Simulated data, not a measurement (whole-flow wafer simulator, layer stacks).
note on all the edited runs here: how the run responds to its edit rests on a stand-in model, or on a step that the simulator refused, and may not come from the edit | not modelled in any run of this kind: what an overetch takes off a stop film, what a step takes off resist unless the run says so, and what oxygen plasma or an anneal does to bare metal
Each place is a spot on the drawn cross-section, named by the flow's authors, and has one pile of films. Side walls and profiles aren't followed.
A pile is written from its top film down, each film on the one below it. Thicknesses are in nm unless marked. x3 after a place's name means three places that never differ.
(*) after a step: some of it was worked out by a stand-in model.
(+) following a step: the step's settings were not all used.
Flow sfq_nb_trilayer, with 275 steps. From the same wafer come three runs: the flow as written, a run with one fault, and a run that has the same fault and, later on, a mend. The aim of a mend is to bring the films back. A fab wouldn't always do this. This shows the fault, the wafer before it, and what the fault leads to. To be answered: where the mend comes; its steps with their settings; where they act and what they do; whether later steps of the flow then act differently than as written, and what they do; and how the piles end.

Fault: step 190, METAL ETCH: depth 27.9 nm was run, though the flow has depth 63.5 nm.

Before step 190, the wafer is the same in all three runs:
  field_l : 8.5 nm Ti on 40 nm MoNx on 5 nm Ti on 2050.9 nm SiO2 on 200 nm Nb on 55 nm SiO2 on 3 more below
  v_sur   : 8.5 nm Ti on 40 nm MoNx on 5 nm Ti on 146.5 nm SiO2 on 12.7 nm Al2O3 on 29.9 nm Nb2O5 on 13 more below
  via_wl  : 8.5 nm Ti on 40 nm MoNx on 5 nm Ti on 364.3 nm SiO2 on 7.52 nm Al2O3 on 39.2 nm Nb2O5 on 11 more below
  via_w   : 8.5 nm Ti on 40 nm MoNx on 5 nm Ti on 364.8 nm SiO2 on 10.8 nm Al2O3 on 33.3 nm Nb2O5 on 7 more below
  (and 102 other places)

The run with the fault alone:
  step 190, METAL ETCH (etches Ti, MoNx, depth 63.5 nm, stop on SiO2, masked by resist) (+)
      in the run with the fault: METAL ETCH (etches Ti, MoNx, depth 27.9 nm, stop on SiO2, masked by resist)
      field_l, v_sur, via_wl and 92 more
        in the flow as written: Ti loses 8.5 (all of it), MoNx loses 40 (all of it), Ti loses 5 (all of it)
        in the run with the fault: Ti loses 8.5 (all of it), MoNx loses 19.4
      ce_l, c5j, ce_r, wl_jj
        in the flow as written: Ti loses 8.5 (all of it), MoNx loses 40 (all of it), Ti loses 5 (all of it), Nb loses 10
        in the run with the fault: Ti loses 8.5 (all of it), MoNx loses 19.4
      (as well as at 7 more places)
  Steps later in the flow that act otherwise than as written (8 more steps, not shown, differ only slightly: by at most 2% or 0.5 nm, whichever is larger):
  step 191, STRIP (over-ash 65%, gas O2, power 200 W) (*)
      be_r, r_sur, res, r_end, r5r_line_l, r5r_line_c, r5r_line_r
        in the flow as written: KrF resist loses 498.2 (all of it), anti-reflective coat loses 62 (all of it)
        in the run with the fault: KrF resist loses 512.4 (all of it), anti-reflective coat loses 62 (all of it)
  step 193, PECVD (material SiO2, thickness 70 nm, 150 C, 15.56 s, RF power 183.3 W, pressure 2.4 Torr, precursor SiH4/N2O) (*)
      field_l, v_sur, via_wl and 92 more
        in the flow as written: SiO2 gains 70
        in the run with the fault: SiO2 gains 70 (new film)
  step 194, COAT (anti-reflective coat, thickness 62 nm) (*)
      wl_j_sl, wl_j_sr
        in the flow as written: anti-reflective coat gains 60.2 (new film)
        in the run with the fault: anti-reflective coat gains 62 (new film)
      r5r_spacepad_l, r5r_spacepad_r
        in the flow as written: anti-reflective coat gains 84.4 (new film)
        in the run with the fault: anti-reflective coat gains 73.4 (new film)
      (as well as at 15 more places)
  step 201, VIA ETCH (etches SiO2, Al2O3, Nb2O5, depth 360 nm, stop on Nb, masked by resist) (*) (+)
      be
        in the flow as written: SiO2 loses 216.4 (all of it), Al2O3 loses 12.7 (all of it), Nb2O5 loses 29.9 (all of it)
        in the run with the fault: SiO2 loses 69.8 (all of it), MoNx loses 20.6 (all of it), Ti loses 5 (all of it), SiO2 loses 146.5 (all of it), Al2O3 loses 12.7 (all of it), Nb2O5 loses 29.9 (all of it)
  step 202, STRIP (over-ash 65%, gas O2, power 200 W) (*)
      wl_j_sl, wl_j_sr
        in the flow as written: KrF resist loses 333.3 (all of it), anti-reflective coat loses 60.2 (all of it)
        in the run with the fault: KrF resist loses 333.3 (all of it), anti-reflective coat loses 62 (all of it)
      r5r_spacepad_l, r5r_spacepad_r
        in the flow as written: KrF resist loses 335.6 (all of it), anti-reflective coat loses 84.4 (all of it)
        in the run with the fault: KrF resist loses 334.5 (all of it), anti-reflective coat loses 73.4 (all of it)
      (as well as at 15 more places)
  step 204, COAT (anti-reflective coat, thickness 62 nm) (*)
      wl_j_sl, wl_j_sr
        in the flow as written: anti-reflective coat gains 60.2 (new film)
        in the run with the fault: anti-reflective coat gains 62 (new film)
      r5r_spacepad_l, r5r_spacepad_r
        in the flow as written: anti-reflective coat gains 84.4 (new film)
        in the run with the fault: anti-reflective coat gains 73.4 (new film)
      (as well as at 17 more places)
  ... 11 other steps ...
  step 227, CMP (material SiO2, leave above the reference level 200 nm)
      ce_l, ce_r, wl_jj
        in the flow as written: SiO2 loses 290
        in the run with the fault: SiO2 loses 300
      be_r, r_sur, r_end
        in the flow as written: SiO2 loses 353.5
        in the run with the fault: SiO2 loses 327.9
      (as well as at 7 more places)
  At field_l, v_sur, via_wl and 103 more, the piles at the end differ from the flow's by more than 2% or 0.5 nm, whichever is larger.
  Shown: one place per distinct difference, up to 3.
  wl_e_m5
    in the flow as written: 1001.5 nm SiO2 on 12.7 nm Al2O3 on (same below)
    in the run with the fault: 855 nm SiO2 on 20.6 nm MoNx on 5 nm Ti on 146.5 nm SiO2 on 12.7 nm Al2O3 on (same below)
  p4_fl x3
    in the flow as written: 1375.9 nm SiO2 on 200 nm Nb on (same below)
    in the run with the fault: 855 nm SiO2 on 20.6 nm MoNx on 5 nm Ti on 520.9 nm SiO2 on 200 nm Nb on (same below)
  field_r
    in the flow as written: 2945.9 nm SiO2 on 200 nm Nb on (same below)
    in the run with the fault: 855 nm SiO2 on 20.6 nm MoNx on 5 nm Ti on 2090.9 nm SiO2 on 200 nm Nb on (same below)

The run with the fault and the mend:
  After step 191 comes the mend.
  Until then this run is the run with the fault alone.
  step 191a, COAT (anti-reflective coat, thickness 62 nm) (*) (the flow's step 183 again)
      p4_fl x3, p4_w1 x9, p4_g1 x2 and 57 more
        anti-reflective coat gains 62 (new film)
      via_v, wire, be, be_sur, lsp_m, ln_m6, lsp_r, l0_sur
        anti-reflective coat gains 62.2 (new film)
      field_l, v_sur, via_wl, via_w, via_wr, via_sp, l0v
        anti-reflective coat gains 62.1 (new film)
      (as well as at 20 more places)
  step 191b, COAT (KrF resist, thickness 600 nm) (*) (the flow's step 184 again)
      p4_fl x3, p4_w1 x9, p4_g1 x2 and 57 more
        KrF resist gains 600 (new film)
      via_w, via_wr, via_sp, l0_sur, l0v
        KrF resist gains 600.4 (new film)
      field_l, v_sur, via_wl
        KrF resist gains 600.3 (new film)
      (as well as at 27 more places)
  step 191c, SOFTBAKE (KrF resist) (the flow's step 185 again)
      leaves every film unchanged at each place that is followed
  step 191d, EXPOSE (photomask R5, dose 12.12 mJ/cm2, NA 0.6, wavelength 248 nm) (*) (the flow's step 186 again)
      leaves every film unchanged at each place that is followed
  step 191e, PEB (KrF resist, 90 s) (the flow's step 187 again)
      field_l, v_sur, via_wl and 81 more
        KrF resist loses 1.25
      be_sur, gap, jj_sur and 12 more
        KrF resist loses 1.26
      be_r, r_sur, res, r_end
        KrF resist loses 1.23
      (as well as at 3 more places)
  step 191f, DEVELOP (KrF resist, thickness 600 nm, 60 s) (the flow's step 188 again)
      p4_fl x3, p4_w1 x9, p4_g1 x2 and 57 more
        KrF resist loses 598.7 (all of it)
      be_r, r_sur, res, r_end, r5r_line_l, r5r_line_c, r5r_line_r
        KrF resist loses 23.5
      v_sur, via_wl, via_w, via_wr, l0v
        KrF resist loses 599.1 (all of it)
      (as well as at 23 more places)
  step 191g, METAL ETCH (etches anti-reflective coat, depth 125 nm, masked by resist) (*) (+) (the flow's step 189 again)
      p4_fl x3, p4_w1 x9, p4_g1 x2 and 57 more
        anti-reflective coat loses 62 (all of it)
      via_v, wire, be, be_sur, lsp_m, ln_m6, lsp_r, l0_sur
        anti-reflective coat loses 62.2 (all of it)
      field_l, v_sur, via_wl, via_w, via_wr, via_sp, l0v
        anti-reflective coat loses 62.1 (all of it)
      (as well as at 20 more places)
  step 191h, METAL ETCH (etches Ti, MoNx, depth 35.6 nm, stop on SiO2, masked by resist) (+) (the flow's step 190 again, with other settings)
      field_l, v_sur, via_wl and 92 more
        MoNx loses 20.6 (all of it), Ti loses 5 (all of it)
      be_r, r_sur, res, r_end, r5r_line_l, r5r_line_c, r5r_line_r
        KrF resist loses 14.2
      ce_l, c5j, ce_r, wl_jj
        MoNx loses 20.6 (all of it), Ti loses 5 (all of it), Nb loses 10
  step 191i, STRIP (over-ash 65%, gas O2, power 200 W) (*) (the flow's step 191 again)
      r5r_line_l, r5r_line_c, r5r_line_r
        KrF resist loses 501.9 (all of it), anti-reflective coat loses 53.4 (all of it)
      be_r
        KrF resist loses 497.9 (all of it), anti-reflective coat loses 57.1 (all of it)
      r_sur
        KrF resist loses 497.7 (all of it), anti-reflective coat loses 59.5 (all of it)
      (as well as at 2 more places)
  Later steps of the flow that are run all act as written at every place that is followed.
  At every place that both follow, the piles at the end match the flow's.
